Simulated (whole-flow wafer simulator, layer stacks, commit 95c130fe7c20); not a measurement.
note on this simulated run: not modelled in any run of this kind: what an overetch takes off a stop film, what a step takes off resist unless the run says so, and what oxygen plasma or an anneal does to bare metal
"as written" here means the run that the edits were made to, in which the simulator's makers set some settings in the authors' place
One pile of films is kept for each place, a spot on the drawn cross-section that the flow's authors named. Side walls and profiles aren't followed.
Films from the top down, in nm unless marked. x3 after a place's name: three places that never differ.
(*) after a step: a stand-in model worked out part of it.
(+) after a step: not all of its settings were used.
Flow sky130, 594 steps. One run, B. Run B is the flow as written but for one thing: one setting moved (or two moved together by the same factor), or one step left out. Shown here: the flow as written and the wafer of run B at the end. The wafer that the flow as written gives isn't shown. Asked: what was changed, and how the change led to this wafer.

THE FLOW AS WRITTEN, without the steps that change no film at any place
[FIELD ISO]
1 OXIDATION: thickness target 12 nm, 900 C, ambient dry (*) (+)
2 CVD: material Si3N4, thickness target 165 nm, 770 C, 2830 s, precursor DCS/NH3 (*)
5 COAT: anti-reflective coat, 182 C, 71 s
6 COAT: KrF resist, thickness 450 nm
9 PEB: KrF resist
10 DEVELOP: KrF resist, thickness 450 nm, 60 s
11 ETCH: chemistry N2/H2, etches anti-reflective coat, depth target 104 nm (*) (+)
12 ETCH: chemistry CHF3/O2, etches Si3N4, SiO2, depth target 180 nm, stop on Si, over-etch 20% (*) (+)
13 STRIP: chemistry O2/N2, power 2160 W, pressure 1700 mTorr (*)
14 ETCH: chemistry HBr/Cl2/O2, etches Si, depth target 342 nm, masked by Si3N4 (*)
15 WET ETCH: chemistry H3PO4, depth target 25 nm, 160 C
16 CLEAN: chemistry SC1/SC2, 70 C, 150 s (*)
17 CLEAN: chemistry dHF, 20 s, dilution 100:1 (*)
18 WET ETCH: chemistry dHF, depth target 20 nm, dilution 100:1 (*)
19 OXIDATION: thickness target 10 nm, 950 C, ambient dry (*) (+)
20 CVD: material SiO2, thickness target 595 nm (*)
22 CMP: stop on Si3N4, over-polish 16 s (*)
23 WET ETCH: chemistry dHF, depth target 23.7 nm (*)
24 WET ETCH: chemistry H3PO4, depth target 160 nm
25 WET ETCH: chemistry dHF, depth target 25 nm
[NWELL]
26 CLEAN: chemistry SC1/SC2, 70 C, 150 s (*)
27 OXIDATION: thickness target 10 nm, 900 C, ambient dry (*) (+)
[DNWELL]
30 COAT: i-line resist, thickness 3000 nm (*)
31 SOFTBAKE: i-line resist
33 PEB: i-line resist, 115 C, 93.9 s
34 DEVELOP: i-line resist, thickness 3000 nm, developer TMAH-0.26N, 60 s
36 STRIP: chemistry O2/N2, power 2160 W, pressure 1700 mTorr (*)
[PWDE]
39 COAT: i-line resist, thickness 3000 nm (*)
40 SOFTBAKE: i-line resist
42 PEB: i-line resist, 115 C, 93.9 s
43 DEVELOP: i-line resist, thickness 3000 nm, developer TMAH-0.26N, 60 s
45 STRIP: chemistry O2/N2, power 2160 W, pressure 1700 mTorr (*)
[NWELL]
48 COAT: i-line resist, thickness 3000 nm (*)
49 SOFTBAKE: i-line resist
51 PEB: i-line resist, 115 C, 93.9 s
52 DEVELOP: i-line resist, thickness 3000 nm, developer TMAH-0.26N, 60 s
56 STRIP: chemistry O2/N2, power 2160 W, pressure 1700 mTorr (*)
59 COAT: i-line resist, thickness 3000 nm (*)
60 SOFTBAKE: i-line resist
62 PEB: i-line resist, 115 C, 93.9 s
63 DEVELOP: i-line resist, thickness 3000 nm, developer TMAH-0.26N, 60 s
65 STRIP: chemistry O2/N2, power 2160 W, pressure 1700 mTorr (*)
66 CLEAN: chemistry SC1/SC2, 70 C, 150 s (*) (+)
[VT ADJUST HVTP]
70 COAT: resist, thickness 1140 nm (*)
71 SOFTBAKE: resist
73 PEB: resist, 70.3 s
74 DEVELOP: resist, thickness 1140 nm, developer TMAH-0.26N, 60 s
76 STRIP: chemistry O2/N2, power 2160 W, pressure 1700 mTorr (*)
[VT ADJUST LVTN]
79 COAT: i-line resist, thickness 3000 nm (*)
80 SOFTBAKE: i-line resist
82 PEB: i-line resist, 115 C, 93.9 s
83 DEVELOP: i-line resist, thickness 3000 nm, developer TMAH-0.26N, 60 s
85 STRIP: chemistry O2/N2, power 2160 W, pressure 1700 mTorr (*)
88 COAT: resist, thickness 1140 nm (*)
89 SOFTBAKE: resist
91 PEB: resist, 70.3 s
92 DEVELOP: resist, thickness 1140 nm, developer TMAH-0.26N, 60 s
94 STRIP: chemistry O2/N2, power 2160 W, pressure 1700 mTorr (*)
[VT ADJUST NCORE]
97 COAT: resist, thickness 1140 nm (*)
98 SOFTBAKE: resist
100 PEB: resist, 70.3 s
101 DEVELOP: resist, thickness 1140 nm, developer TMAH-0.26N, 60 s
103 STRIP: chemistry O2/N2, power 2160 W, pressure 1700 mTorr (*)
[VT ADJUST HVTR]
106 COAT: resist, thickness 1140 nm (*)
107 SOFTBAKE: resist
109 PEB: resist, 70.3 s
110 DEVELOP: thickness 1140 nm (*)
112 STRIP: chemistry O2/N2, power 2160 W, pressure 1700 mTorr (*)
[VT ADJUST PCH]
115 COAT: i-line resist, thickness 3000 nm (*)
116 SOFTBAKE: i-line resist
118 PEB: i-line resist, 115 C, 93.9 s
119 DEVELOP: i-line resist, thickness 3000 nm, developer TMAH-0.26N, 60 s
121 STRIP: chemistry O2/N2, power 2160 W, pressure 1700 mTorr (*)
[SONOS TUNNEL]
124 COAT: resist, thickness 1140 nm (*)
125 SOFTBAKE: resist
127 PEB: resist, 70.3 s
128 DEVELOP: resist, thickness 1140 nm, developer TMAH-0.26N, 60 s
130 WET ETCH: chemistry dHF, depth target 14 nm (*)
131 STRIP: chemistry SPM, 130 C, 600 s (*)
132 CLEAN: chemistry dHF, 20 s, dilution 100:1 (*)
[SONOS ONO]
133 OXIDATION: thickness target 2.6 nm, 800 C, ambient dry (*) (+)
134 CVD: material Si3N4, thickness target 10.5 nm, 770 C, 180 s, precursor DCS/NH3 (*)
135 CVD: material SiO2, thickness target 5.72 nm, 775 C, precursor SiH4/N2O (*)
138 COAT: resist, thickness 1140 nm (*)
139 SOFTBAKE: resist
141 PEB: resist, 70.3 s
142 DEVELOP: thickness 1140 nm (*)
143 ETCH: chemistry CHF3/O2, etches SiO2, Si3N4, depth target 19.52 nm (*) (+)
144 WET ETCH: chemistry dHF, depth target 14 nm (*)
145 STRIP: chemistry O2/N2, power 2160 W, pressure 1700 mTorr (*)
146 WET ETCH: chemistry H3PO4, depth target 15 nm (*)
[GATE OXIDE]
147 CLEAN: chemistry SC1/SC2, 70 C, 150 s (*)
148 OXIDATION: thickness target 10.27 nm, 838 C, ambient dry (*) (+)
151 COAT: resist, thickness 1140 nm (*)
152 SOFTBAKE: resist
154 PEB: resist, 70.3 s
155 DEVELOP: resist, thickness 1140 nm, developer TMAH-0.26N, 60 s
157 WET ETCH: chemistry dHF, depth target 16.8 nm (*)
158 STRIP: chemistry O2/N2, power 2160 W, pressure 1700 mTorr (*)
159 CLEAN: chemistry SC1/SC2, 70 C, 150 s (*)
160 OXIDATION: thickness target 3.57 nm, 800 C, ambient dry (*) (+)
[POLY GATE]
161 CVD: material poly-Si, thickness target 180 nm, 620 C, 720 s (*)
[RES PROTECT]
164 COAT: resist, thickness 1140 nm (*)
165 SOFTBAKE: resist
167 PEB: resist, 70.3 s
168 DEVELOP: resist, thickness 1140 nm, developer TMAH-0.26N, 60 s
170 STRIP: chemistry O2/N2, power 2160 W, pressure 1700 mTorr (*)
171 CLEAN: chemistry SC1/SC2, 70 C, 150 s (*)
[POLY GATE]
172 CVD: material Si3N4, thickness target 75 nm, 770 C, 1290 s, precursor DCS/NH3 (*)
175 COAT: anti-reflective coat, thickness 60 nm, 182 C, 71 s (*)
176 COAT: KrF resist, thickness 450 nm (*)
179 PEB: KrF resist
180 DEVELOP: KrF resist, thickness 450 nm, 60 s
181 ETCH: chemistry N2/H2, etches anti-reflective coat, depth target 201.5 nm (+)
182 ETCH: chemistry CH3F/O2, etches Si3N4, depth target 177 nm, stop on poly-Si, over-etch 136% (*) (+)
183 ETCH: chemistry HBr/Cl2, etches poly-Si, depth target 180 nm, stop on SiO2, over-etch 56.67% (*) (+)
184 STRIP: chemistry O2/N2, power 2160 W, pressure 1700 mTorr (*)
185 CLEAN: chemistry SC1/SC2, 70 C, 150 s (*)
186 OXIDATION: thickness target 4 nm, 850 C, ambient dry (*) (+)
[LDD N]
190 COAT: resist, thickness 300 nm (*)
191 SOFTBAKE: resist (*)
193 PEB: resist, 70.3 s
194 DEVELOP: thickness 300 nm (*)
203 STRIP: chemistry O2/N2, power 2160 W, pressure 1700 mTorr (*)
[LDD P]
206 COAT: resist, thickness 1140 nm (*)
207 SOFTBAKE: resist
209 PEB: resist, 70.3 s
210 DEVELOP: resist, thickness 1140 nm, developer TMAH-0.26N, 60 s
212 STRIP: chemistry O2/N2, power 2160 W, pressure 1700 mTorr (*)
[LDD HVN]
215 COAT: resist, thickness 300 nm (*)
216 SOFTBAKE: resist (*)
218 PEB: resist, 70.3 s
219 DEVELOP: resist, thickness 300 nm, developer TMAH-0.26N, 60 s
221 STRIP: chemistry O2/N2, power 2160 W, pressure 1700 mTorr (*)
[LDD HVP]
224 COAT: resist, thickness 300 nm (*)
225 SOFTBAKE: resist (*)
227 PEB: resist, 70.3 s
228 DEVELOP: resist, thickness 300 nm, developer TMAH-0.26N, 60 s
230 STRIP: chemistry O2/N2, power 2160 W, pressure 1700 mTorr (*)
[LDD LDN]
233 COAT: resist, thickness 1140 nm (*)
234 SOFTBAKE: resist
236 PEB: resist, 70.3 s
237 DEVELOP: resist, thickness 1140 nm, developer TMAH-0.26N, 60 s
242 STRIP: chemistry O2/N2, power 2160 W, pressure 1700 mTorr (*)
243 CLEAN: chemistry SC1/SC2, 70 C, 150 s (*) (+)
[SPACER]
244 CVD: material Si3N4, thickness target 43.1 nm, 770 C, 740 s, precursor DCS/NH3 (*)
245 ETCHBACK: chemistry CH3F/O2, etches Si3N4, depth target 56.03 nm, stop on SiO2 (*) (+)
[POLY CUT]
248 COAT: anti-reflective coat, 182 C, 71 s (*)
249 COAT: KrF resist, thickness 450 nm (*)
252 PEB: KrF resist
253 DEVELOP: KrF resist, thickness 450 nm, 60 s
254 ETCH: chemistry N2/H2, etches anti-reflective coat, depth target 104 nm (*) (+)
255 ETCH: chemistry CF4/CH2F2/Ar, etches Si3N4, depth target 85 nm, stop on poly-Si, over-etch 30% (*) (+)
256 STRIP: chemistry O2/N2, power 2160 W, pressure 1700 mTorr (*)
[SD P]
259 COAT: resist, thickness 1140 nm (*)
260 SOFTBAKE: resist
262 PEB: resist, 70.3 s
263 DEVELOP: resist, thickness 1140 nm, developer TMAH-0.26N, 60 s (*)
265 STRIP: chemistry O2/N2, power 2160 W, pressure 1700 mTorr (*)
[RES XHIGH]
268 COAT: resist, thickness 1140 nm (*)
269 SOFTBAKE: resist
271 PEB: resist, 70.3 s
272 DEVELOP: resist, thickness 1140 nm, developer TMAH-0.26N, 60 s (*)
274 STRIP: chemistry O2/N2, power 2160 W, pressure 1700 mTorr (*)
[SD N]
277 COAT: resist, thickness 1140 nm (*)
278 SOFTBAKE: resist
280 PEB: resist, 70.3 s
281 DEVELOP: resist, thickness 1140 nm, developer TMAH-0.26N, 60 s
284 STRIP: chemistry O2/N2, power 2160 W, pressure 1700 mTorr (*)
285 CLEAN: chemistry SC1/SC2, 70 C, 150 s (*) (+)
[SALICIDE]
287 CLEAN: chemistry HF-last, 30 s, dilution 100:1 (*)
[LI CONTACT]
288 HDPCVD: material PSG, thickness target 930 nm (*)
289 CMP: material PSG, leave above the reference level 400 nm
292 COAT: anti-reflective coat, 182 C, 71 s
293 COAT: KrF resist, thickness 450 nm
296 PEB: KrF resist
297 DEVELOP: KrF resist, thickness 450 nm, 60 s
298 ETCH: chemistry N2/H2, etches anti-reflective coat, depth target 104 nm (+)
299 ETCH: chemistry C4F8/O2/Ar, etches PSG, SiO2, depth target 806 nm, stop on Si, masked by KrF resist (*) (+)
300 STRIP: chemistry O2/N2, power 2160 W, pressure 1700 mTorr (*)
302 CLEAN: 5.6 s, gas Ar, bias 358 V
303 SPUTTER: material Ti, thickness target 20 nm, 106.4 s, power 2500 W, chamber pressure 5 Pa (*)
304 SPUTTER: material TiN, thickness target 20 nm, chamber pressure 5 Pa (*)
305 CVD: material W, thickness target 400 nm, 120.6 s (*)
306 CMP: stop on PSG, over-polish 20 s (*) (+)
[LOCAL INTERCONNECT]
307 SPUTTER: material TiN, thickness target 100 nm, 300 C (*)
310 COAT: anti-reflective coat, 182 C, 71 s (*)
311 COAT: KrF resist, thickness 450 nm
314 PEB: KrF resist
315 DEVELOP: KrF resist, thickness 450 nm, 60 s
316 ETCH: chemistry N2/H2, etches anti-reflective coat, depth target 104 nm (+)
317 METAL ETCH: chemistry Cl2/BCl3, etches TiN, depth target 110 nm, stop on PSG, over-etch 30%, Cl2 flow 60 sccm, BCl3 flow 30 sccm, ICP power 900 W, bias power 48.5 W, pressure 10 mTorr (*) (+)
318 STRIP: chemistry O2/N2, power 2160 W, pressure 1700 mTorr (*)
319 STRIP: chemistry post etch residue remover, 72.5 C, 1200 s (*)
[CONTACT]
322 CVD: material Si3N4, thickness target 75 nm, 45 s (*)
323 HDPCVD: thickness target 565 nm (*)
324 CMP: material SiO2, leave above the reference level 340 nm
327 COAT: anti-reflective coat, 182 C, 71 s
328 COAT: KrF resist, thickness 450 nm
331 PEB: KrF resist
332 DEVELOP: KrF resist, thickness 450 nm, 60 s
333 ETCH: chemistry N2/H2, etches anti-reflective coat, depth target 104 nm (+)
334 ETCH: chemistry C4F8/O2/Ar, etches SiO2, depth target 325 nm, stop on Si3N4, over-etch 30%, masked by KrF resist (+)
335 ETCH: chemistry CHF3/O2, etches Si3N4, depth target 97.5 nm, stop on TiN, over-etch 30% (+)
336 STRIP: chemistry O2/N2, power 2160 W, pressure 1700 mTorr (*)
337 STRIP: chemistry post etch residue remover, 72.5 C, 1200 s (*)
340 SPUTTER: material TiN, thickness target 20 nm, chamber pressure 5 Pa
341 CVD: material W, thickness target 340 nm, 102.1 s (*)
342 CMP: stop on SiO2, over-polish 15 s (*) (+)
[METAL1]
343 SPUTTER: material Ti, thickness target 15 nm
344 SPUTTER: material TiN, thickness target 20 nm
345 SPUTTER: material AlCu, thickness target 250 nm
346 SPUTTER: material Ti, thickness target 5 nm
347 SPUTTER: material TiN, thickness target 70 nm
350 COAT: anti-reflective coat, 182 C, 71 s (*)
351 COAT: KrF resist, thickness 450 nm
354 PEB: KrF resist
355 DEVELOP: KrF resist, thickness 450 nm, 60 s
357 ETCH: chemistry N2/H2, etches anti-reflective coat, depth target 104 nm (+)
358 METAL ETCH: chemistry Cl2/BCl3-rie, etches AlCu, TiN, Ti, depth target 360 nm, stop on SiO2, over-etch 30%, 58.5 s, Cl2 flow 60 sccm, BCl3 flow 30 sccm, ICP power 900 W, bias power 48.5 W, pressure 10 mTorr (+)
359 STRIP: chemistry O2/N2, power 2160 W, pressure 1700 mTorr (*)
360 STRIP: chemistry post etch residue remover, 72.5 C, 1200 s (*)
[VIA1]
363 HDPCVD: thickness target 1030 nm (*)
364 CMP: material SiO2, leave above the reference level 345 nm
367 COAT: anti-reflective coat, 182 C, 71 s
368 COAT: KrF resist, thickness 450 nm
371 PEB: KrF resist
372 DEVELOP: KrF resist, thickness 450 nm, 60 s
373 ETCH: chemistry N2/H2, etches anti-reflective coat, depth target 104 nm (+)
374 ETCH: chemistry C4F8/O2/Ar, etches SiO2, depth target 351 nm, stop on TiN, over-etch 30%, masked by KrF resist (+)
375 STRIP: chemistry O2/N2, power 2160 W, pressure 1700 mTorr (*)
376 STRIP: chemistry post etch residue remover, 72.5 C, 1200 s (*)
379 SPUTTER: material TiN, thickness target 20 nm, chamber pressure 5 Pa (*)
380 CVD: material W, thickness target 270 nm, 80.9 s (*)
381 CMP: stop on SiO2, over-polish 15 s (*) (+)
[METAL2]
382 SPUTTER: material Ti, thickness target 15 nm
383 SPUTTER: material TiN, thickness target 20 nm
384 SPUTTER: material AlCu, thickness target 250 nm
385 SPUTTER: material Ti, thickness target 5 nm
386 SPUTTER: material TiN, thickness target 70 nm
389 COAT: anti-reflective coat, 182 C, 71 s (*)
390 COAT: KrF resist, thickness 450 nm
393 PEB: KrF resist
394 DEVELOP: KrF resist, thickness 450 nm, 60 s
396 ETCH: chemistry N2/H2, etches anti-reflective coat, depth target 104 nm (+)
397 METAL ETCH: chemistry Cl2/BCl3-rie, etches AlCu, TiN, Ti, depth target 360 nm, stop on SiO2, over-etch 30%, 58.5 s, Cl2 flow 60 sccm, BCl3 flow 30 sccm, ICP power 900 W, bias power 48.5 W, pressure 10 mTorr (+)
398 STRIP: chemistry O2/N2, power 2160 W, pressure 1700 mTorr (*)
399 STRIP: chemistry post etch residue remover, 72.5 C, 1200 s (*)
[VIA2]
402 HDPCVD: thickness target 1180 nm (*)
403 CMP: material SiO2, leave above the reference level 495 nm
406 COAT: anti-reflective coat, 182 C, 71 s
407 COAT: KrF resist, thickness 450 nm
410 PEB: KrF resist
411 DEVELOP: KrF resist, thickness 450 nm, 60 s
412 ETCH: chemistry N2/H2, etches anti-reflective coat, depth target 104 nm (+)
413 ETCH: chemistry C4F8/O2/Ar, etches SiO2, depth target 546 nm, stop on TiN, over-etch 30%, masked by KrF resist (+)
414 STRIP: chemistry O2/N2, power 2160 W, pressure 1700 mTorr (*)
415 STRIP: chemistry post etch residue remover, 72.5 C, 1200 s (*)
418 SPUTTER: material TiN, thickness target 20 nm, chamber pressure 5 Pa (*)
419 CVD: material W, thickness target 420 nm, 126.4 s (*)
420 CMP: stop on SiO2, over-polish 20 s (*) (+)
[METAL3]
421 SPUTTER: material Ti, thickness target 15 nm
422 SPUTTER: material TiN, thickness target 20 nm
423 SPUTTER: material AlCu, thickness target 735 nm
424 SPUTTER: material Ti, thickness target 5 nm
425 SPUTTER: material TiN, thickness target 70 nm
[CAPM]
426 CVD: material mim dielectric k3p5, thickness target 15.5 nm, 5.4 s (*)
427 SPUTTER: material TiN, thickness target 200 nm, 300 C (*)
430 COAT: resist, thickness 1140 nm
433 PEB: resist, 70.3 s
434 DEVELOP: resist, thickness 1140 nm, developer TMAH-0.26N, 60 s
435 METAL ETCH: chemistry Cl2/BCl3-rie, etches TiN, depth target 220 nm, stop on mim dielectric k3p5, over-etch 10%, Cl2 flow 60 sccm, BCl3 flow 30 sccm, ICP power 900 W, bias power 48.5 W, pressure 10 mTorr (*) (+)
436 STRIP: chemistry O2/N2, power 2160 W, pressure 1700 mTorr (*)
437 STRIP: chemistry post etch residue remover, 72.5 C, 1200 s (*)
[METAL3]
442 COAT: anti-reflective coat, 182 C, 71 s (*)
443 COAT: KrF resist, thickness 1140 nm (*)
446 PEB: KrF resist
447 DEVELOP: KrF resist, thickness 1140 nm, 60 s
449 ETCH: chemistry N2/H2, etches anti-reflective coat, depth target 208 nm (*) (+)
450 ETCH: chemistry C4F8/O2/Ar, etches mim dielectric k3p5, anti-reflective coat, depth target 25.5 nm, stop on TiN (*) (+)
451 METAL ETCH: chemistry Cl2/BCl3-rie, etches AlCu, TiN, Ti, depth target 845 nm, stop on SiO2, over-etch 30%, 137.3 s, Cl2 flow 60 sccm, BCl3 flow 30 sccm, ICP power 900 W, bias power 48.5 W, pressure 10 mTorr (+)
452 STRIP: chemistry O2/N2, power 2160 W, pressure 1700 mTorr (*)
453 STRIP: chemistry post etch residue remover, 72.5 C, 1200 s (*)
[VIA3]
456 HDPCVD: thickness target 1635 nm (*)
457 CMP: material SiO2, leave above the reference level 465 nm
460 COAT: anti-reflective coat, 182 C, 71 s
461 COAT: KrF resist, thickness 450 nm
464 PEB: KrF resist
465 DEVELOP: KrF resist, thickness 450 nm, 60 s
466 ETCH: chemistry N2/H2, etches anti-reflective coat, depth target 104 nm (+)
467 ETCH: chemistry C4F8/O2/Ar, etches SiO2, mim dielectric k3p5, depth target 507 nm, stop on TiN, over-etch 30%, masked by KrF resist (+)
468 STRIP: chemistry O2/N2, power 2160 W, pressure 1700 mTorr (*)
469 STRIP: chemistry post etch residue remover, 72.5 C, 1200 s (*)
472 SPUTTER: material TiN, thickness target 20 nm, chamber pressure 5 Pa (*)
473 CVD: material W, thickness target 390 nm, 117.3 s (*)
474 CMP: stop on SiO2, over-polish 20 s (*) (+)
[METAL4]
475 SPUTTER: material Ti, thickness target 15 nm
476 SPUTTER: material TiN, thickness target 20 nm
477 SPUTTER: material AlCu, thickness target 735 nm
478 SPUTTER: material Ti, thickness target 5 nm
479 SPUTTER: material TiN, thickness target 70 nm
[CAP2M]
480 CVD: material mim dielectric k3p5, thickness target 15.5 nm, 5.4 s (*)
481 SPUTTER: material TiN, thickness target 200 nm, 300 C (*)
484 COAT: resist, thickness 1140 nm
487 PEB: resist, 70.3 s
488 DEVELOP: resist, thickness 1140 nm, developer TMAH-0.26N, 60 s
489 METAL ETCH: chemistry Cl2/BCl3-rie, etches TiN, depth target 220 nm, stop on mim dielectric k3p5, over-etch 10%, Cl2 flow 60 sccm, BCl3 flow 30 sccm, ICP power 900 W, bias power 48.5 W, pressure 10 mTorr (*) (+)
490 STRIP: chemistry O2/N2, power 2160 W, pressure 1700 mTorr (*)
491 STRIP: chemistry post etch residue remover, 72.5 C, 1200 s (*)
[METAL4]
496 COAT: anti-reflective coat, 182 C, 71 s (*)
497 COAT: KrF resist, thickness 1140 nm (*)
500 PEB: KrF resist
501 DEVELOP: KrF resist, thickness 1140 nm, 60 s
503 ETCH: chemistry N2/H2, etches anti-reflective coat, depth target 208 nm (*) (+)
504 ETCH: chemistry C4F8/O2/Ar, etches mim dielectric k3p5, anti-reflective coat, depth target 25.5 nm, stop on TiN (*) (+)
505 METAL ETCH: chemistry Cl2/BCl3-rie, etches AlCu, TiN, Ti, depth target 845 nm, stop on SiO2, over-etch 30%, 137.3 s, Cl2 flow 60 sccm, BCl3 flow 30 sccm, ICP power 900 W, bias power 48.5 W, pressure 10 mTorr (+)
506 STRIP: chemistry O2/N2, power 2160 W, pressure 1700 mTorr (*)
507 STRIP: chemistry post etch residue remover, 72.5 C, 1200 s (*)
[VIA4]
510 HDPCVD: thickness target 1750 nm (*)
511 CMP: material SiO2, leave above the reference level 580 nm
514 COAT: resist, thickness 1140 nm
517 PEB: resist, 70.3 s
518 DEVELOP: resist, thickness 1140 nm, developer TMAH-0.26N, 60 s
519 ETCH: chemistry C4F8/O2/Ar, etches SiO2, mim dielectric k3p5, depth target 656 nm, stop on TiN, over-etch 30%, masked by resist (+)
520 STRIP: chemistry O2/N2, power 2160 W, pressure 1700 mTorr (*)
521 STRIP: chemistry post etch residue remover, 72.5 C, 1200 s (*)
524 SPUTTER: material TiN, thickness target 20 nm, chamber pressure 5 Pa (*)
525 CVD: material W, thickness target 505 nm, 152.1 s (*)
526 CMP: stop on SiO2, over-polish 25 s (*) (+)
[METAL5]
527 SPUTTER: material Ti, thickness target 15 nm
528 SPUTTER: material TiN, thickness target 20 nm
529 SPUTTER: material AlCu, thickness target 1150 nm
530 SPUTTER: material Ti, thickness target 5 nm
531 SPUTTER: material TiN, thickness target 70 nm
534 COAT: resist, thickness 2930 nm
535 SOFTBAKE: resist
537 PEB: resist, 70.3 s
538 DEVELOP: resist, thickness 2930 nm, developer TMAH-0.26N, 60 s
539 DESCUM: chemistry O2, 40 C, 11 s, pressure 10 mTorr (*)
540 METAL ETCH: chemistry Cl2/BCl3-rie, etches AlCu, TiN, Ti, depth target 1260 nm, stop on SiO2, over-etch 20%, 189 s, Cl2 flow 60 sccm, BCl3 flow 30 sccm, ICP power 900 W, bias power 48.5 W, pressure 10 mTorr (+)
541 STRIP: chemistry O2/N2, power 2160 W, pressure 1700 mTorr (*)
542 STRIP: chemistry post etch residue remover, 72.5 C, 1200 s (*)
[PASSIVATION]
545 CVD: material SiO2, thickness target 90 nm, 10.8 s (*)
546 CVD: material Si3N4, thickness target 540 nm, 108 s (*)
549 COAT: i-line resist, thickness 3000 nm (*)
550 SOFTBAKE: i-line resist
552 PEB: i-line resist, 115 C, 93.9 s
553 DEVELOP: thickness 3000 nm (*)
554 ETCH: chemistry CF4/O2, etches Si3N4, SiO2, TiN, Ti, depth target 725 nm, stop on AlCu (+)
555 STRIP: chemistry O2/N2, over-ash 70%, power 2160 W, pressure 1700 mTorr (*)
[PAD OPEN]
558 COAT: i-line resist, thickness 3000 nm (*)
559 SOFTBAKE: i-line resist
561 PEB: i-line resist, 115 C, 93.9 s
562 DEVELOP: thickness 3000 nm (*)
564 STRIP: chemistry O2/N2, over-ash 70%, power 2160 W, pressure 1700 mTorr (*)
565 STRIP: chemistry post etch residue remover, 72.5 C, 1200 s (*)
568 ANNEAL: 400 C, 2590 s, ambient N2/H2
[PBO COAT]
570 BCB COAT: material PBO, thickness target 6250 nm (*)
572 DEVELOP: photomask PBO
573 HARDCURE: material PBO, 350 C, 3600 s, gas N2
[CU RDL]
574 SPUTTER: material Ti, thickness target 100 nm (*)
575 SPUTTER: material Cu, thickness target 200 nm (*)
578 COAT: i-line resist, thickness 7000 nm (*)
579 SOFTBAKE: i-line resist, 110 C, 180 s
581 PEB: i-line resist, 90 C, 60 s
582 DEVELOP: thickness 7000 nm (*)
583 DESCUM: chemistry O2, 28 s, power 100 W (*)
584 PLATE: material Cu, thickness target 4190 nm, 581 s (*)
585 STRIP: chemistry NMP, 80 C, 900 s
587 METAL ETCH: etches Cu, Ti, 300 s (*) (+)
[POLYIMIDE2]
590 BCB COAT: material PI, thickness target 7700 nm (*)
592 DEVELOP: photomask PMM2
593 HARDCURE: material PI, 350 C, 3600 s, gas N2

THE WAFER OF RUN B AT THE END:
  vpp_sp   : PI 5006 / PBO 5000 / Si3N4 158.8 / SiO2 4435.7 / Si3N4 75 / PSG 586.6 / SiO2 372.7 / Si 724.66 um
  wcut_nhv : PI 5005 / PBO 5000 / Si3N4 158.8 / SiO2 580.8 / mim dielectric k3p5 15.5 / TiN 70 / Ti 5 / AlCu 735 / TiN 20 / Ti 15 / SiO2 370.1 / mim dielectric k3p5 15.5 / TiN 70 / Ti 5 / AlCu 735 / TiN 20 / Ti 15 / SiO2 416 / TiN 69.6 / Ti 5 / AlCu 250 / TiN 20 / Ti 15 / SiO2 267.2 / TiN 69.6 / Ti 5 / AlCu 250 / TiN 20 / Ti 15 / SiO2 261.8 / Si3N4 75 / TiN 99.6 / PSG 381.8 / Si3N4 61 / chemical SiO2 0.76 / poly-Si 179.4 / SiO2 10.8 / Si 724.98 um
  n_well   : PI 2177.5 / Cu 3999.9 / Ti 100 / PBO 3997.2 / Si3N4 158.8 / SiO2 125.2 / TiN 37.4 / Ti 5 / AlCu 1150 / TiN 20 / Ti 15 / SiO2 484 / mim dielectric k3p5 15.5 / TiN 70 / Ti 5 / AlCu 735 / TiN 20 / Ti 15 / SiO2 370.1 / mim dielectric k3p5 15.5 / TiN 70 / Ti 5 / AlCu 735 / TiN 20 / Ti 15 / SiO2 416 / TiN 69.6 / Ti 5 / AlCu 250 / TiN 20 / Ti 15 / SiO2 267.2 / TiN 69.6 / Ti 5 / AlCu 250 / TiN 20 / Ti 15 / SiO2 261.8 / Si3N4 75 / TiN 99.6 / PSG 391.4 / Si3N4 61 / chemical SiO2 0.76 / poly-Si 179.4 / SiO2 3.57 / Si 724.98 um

The cause: step 531, SPUTTER: thickness target 37.8 nm was run, where the flow has thickness target 70 nm.

How the change led to this, step by step:
  531 SPUTTER: material TiN, thickness target 70 nm
      field, active, n_well and 190 more: TiN +37.8 (new film) (as written it would be: TiN +70 (new film))
  540 METAL ETCH: chemistry Cl2/BCl3-rie, etches AlCu, TiN, Ti, depth target 1260 nm, stop on SiO2, over-etch 20%, 189 s, Cl2 flow 60 sccm, BCl3 flow 30 sccm, ICP power 900 W, bias power 48.5 W, pressure 10 mTorr (+)
      field, active, gate and 175 more: TiN -37.8 (all of it), Ti -5 (all of it), AlCu -1150 (all of it), TiN -20 (all of it), Ti -15 (all of it), SiO2 -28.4 (as written it would be: TiN -70 (all of it), Ti -5 (all of it), AlCu -1150 (all of it), TiN -20 (all of it), Ti -15 (all of it), SiO2 -25.2)
  550 SOFTBAKE: i-line resist
      gate_p_lvt, iso_guard_hv_nw: i-line resist +20 (as written it would be: i-line resist +20.6)
      gate: i-line resist -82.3 (as written it would be: i-line resist -85.5)
      (and at 55 more places)
  554 ETCH: chemistry CF4/O2, etches Si3N4, SiO2, TiN, Ti, depth target 725 nm, stop on AlCu (+)
      field, active, n_well and 189 more: i-line resist -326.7 (as written it would be: i-line resist -358.9)
      pad: Si3N4 -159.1 (all of it), SiO2 -125.2 (all of it), TiN -37.4 (all of it), Ti -5 (all of it) (as written it would be: Si3N4 -159.1 (all of it), SiO2 -125.2 (all of it), TiN -69.6 (all of it), Ti -5 (all of it))
  555 STRIP: chemistry O2/N2, over-ash 70%, power 2160 W, pressure 1700 mTorr (*)
      n_well, p_well, sd_n, sd_p: i-line resist -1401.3 (all of it) (as written it would be: i-line resist -1340.8 (all of it))
      ndiff_licon_rim, ndiff_licon: i-line resist -1428.6 (all of it) (as written it would be: i-line resist -1368.9 (all of it))
      (and at 7 more places)
  559 SOFTBAKE: i-line resist
      gate_p_lvt, iso_guard_hv_nw: i-line resist +20 (as written it would be: i-line resist +20.6)
      gate: i-line resist -82.3 (as written it would be: i-line resist -85.5)
      (and at 60 more places)
  579 SOFTBAKE: i-line resist, 110 C, 180 s
      m5_stack_ln: i-line resist -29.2 (as written it would be: i-line resist -30)
